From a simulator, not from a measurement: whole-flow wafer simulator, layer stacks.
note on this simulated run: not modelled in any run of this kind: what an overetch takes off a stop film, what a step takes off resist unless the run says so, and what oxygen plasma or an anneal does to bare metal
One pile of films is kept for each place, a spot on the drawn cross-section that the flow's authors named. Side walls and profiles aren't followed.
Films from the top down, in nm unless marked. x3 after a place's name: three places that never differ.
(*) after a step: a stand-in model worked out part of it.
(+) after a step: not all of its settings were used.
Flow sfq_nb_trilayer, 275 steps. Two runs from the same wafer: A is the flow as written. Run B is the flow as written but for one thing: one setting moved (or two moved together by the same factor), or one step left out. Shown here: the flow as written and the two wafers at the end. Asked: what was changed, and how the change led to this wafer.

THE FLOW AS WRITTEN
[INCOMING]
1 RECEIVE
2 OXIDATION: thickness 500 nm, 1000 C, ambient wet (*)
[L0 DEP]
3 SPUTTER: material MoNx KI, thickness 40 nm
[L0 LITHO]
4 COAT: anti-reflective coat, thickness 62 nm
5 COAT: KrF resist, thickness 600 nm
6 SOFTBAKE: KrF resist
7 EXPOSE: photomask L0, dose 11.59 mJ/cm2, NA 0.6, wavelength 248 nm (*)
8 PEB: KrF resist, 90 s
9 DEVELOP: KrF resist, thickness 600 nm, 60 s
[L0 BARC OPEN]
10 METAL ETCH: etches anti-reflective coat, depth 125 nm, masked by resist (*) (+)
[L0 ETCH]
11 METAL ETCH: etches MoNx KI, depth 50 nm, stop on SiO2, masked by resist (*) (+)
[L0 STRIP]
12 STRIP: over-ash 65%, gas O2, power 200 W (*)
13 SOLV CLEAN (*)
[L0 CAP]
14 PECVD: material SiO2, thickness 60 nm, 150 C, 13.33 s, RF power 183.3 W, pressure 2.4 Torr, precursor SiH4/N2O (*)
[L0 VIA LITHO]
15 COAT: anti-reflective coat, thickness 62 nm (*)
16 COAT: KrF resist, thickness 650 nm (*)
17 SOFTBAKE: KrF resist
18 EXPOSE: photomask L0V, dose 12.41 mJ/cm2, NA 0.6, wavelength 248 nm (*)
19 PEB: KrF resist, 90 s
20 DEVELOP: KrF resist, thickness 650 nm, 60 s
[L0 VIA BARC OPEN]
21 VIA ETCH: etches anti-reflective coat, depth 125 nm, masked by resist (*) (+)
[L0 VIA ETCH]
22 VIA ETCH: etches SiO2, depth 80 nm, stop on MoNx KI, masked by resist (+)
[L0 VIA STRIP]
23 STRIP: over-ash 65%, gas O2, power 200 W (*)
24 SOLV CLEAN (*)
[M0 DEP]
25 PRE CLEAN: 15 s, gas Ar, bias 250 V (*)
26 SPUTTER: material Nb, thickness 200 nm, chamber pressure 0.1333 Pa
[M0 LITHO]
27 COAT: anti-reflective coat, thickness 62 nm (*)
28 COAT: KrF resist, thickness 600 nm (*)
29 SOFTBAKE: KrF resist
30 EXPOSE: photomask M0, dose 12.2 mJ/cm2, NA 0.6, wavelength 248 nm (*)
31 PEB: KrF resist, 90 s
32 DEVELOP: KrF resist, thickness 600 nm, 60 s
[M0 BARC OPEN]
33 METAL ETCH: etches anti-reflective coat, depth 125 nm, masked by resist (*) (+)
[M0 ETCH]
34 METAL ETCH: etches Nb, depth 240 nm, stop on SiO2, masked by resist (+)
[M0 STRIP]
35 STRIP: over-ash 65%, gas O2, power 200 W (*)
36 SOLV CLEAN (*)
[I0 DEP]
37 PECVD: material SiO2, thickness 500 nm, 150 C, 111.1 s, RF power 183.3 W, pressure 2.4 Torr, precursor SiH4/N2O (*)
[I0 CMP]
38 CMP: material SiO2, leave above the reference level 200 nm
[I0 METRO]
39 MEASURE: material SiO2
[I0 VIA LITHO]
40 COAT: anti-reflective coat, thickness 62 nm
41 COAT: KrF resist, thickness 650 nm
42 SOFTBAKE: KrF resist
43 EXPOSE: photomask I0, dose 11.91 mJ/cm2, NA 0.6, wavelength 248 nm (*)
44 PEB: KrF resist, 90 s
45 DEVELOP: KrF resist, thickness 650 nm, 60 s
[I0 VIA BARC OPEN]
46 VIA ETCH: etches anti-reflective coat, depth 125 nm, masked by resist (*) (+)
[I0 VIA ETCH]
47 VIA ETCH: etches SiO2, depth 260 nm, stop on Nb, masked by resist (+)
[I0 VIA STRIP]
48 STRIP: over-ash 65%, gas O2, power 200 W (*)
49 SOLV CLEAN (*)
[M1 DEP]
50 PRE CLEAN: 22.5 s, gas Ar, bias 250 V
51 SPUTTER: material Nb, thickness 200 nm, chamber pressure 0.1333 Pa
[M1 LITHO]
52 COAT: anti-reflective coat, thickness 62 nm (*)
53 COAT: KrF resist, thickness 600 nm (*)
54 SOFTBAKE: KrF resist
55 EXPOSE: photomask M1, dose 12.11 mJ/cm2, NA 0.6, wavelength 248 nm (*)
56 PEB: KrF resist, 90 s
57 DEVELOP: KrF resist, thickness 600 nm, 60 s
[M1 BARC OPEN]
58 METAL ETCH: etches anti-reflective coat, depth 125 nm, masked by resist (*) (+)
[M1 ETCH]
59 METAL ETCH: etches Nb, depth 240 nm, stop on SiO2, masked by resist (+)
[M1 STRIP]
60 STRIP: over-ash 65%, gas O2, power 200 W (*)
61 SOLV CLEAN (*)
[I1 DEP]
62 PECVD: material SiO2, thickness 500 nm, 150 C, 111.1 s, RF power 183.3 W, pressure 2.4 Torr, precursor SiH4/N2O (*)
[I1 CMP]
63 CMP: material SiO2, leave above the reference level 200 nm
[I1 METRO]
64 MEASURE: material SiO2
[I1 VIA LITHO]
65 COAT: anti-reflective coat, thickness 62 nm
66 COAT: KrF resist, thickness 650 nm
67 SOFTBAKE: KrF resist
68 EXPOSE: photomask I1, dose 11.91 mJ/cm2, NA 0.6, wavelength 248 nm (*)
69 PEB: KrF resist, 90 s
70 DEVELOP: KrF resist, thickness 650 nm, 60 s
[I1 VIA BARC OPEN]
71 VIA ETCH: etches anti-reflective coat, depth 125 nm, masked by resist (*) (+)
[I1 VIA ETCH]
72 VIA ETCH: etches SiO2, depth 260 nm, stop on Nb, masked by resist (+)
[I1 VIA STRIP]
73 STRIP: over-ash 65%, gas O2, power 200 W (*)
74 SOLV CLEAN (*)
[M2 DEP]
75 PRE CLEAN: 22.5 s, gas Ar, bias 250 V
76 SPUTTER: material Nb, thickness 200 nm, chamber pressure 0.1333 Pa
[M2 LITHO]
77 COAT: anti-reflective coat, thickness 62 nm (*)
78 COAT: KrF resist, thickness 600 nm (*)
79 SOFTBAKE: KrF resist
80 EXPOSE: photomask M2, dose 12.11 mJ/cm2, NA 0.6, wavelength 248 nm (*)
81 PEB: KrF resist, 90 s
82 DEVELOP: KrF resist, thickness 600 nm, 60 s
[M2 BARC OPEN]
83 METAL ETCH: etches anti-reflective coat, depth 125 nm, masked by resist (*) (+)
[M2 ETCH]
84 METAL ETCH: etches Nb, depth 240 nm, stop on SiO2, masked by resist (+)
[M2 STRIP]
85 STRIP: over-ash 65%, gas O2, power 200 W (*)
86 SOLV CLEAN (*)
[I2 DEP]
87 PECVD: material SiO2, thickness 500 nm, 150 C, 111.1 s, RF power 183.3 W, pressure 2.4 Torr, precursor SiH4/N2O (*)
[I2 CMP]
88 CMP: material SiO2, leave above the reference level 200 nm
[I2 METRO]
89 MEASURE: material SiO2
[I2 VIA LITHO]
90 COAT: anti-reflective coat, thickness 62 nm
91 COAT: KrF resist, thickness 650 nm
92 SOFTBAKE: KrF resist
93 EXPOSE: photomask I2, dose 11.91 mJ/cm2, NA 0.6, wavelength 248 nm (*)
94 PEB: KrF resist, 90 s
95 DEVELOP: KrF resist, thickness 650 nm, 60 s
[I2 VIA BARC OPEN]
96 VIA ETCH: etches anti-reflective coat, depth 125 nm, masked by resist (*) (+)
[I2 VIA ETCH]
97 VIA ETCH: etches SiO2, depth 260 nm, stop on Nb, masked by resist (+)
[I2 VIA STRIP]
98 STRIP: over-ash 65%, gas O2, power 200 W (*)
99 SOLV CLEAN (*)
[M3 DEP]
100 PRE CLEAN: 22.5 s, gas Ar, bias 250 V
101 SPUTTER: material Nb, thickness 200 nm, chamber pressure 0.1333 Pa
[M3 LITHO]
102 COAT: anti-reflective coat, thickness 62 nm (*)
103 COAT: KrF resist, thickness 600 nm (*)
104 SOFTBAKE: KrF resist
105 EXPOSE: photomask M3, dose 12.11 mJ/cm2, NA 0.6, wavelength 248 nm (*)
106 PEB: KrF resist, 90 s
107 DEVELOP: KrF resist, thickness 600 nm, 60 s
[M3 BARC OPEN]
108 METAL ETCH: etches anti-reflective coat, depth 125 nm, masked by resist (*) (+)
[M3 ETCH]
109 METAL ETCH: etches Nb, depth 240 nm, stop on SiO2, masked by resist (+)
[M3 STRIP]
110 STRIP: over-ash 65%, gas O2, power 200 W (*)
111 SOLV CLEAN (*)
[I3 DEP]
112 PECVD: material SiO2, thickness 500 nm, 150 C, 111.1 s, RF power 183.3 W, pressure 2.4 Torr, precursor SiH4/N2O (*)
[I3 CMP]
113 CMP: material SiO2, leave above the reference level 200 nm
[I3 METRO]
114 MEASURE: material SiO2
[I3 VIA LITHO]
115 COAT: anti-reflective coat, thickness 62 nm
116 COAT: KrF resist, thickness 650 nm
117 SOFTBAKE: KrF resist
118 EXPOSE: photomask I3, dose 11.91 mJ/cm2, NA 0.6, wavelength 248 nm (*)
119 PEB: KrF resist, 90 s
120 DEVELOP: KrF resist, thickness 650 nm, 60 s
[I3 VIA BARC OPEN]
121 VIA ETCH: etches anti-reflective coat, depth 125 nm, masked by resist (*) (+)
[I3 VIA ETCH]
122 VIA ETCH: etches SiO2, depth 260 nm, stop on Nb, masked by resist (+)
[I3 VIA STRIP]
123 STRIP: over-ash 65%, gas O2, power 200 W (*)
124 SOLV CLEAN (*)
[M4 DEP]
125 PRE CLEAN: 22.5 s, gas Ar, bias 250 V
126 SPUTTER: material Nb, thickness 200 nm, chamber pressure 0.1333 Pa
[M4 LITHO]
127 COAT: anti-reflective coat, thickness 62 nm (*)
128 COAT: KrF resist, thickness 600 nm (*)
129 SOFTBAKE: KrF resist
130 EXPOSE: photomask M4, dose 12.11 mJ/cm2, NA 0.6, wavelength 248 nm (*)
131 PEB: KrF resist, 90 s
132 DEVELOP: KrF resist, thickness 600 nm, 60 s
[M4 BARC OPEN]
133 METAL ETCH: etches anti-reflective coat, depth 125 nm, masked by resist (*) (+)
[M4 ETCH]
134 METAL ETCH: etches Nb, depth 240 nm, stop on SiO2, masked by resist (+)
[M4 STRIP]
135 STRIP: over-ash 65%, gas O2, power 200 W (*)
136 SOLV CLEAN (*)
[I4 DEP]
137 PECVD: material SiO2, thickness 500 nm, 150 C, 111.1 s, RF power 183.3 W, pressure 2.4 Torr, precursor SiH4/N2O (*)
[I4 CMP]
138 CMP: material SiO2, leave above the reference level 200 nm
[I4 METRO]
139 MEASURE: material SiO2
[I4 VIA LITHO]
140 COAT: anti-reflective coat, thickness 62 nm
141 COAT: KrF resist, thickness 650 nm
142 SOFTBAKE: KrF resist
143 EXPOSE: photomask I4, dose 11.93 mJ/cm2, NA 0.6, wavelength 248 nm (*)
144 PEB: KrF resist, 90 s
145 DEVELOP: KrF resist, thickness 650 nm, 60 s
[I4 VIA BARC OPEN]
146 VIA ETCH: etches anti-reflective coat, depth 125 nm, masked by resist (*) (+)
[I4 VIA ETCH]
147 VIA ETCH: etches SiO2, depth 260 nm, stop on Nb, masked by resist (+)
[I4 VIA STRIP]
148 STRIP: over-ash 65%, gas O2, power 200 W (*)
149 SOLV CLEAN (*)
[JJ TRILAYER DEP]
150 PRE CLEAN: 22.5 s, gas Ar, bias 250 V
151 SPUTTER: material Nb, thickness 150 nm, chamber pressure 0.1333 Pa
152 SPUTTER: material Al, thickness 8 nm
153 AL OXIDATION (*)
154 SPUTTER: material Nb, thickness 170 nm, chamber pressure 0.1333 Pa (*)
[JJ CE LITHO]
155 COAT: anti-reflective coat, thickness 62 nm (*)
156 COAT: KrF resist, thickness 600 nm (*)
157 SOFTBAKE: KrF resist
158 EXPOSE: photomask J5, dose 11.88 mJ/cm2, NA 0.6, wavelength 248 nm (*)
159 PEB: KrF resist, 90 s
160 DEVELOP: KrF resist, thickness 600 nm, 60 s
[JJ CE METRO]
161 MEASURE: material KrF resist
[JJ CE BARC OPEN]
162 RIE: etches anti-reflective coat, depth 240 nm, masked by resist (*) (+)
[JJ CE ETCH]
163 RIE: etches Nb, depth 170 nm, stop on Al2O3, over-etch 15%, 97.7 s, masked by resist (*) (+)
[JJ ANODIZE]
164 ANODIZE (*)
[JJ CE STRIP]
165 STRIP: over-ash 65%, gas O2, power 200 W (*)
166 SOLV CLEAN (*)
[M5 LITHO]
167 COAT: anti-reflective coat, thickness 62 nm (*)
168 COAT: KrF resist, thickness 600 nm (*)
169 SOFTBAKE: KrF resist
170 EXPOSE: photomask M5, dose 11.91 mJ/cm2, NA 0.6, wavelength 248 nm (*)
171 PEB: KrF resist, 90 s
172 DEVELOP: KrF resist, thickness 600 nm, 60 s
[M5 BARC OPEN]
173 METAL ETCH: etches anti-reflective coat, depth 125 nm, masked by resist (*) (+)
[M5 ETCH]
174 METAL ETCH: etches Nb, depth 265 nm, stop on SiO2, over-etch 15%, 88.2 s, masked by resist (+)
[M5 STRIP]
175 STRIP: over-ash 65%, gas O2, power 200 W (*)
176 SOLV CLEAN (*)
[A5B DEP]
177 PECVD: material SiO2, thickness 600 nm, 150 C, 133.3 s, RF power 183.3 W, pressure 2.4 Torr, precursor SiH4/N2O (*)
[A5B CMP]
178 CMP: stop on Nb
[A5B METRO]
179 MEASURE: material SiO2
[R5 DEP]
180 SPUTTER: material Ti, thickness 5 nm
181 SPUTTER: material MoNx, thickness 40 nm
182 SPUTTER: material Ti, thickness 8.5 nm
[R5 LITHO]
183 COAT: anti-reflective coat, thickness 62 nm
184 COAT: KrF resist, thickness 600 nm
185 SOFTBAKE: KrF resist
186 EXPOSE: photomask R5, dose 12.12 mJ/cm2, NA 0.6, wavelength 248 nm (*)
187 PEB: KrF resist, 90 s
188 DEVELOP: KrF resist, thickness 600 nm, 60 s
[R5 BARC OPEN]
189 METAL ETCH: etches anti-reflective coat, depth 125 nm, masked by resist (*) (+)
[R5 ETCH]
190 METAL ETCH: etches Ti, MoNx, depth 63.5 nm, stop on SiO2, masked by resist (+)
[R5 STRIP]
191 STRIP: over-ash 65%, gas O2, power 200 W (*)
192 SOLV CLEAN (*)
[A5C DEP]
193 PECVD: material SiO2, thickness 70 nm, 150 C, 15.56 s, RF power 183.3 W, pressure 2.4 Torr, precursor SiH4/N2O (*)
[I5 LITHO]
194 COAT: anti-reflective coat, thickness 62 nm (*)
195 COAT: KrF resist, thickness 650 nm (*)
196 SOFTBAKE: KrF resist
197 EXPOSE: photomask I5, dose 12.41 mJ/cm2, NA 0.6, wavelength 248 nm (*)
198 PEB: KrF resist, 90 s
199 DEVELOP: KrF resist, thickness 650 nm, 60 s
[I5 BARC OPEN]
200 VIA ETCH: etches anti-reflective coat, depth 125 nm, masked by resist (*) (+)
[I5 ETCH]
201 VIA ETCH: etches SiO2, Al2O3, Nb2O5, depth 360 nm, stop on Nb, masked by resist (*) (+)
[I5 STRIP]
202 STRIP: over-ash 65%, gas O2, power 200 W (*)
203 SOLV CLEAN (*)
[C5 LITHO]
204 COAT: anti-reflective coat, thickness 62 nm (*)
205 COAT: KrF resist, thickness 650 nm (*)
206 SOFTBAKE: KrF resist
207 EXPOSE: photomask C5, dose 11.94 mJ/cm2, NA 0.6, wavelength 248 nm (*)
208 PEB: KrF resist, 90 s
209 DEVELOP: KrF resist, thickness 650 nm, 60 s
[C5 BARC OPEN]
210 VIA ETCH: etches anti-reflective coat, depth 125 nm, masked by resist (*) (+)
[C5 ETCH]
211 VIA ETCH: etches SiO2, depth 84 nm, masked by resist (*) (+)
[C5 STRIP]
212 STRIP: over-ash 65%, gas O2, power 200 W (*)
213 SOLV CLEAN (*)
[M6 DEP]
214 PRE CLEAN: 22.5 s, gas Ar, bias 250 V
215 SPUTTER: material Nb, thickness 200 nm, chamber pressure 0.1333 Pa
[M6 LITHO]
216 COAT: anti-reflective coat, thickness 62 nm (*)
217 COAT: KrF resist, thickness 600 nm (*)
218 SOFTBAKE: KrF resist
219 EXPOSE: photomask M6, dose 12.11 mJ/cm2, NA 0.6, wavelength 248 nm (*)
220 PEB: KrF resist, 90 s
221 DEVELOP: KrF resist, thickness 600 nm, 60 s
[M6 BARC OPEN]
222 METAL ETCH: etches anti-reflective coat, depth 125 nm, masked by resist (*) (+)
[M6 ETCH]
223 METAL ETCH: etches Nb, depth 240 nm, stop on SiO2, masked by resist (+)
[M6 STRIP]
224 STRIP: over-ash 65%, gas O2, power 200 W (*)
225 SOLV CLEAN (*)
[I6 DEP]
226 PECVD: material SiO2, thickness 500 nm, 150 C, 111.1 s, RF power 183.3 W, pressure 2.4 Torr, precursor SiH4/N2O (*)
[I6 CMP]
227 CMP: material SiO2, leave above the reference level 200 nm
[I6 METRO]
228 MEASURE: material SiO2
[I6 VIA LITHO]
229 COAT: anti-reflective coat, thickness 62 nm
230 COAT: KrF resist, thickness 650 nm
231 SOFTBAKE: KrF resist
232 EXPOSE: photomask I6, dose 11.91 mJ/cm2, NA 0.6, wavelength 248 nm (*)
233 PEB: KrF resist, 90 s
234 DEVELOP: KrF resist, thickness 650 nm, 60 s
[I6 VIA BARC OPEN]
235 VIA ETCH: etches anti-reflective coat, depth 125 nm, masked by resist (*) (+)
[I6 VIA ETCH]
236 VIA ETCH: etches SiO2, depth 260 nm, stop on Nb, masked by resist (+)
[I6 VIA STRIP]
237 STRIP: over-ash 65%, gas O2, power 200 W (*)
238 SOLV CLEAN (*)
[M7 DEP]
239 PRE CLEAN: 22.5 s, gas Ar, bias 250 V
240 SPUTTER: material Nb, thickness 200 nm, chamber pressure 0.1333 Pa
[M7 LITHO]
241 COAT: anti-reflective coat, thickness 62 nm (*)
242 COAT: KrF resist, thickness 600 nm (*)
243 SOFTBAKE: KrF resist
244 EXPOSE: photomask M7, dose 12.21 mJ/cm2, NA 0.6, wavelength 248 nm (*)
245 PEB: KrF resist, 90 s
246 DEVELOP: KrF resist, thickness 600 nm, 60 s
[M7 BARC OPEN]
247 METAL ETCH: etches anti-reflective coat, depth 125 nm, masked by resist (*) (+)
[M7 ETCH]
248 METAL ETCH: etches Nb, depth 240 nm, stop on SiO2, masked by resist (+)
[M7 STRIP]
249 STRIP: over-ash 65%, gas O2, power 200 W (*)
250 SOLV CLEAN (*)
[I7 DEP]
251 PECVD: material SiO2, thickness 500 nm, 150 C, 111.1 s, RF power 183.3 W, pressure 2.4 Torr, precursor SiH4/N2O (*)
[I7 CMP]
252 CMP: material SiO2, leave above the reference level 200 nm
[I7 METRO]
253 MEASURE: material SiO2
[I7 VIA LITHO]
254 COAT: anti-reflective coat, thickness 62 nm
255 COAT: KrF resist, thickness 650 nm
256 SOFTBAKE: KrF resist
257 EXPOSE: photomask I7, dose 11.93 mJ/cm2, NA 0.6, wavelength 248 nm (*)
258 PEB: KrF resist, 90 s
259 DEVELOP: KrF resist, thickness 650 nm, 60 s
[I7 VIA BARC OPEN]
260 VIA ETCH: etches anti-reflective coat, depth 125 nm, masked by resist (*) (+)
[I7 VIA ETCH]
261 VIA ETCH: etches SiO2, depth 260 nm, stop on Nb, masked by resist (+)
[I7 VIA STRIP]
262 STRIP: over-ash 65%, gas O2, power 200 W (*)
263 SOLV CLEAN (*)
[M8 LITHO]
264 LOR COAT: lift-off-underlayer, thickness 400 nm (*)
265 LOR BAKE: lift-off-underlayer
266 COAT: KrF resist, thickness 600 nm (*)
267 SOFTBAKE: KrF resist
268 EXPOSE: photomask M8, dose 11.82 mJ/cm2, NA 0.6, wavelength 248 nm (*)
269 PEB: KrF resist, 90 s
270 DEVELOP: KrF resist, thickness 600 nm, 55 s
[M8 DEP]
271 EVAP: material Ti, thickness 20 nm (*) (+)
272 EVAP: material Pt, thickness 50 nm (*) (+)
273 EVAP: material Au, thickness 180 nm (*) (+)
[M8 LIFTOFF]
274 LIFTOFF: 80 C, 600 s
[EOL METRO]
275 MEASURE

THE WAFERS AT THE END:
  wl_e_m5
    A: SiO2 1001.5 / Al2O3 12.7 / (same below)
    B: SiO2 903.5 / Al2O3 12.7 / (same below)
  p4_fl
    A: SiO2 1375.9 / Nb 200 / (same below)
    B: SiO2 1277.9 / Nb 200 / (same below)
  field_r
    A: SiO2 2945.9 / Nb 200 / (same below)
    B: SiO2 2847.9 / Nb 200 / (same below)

The cause: step 227, CMP: leave above the reference level 102 nm was run, where the flow has leave above the reference level 200 nm.

How the change led to this, step by step:
  227 CMP: material SiO2, leave above the reference level 200 nm
      field_l, p4_fl, p4_fm and 59 more: A SiO2 -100 | B SiO2 -198
      v_sur, via_wl, via_w and 15 more: A SiO2 -300 | B SiO2 -398
      (and at 26 more places)
  236 VIA ETCH: etches SiO2, depth 260 nm, stop on Nb, masked by resist (+)
      field_l, v_sur, via_wl and 102 more: A KrF resist -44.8 | B KrF resist -26.3
      via_v: A SiO2 -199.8 (all of it) | B SiO2 -101.8 (all of it)
  237 STRIP: over-ash 65%, gas O2, power 200 W (*)
      field_l, v_sur, via_wl and 102 more: A KrF resist -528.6 (all of it), anti-reflective coat -62 (all of it) | B KrF resist -547.1 (all of it), anti-reflective coat -62 (all of it)
  240 SPUTTER: material Nb, thickness 200 nm, chamber pressure 0.1333 Pa
      via_v: A Nb +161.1 | B Nb +185.3
  241 COAT: anti-reflective coat, thickness 62 nm (*)
      via_sp: A anti-reflective coat +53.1 (new film) | B anti-reflective coat +52 (new film)
      via_v: A anti-reflective coat +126 (new film) | B anti-reflective coat +107.3 (new film)
      (and at 1 more place)
  242 COAT: KrF resist, thickness 600 nm (*)
      via_v: A KrF resist +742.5 (new film) | B KrF resist +654.8 (new film)
  249 STRIP: over-ash 65%, gas O2, power 200 W (*)
      via_sp: A KrF resist -373.6 (all of it), anti-reflective coat -53.1 (all of it) | B KrF resist -382.7 (all of it), anti-reflective coat -52 (all of it)
      via_v: A KrF resist -524.5 (all of it), anti-reflective coat -126 (all of it) | B KrF resist -437.1 (all of it), anti-reflective coat -107.3 (all of it)
      (and at 1 more place)
  251 PECVD: material SiO2, thickness 500 nm, 150 C, 111.1 s, RF power 183.3 W, pressure 2.4 Torr, precursor SiH4/N2O (*)
      via_v: A SiO2 +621 (new film) | B SiO2 +500 (new film)
